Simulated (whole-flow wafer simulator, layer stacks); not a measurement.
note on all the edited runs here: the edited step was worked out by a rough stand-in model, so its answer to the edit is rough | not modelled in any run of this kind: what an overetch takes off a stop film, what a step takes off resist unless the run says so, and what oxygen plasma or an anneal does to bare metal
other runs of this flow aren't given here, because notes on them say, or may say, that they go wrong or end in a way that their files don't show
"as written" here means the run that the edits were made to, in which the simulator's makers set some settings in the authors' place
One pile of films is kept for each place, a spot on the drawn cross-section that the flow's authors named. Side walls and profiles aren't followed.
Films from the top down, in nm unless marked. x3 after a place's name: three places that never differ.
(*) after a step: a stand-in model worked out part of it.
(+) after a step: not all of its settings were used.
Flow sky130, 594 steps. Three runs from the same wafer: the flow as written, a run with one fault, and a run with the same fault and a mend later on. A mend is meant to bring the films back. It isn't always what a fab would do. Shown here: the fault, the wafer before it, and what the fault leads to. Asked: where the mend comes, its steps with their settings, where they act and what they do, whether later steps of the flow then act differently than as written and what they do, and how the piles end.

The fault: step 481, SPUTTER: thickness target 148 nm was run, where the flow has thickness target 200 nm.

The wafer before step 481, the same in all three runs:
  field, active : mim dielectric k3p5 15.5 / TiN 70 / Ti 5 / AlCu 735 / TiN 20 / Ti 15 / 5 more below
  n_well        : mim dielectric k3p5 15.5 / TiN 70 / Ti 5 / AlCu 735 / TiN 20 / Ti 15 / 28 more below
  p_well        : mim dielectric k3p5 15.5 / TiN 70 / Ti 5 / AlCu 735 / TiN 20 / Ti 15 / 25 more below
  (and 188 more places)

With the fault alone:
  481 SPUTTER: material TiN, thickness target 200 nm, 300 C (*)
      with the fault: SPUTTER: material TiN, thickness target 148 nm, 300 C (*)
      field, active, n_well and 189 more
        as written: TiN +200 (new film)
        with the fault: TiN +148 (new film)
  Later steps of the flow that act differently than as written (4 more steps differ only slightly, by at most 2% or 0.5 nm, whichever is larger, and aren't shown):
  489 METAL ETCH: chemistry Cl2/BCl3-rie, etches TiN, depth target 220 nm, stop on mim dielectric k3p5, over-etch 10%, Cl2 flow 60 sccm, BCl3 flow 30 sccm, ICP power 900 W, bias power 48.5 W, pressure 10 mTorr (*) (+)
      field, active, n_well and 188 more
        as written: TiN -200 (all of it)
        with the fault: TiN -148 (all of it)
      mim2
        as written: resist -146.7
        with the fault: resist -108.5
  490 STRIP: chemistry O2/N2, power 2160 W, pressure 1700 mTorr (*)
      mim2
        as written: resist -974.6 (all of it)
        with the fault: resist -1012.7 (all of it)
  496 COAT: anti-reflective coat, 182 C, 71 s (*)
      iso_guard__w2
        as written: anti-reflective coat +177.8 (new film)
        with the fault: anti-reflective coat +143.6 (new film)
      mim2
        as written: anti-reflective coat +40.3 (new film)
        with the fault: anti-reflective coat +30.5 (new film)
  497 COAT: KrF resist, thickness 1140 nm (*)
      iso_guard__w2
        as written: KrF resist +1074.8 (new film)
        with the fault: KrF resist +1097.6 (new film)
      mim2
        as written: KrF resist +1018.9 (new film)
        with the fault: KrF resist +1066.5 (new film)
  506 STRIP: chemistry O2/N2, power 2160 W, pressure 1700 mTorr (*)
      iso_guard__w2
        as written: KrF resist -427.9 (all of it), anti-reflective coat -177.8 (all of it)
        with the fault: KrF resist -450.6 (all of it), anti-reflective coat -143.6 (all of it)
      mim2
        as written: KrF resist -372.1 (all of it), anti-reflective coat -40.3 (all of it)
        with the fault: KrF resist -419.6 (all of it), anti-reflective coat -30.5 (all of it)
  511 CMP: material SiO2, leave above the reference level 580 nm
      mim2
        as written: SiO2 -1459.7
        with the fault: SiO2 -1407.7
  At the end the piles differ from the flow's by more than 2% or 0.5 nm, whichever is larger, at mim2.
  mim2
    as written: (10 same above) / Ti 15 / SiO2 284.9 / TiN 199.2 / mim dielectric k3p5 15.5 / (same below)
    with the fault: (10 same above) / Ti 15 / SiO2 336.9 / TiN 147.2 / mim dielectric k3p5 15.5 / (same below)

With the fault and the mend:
  The mend comes after step 488.
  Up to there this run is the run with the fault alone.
  488a STRIP: chemistry O2/N2, power 2160 W, pressure 1700 mTorr (*)
      mim2
        resist -1121.3 (all of it)
  488b SPUTTER: material TiN, thickness target 52 nm, 300 C (*) (the flow's step 481 once more, with other settings)
      field, active, n_well and 189 more
        TiN +52
  488c HMDS: 120 C, 60 s (the flow's step 483 once more)
      changes no film at any place that is followed
  488d COAT: resist, thickness 1140 nm (the flow's step 484 once more)
      field, active, n_well and 187 more
        resist +1140 (new film)
      m1, via3_hole
        resist +1140.6 (new film)
  488e SOFTBAKE: resist (the flow's step 485 once more)
      changes no film at any place that is followed
  488f EXPOSE: photomask CAP2M, dose 177.7 mJ/cm2, NA 0.6, wavelength 365 nm (*) (the flow's step 486 once more)
      changes no film at any place that is followed
  488g PEB: resist, 70.3 s (the flow's step 487 once more)
      field, active, n_well and 189 more
        resist -18.7
  488h DEVELOP: resist, thickness 1140 nm, developer TMAH-0.26N, 60 s (the flow's step 488 once more)
      field, active, n_well and 186 more
        resist -1121.3 (all of it)
      m1, via3_hole
        resist -1121.9 (all of it)
  No later step of the flow acts differently than as written at any place that is followed.
  At the end the piles are the same as the flow's at every place that both follow.
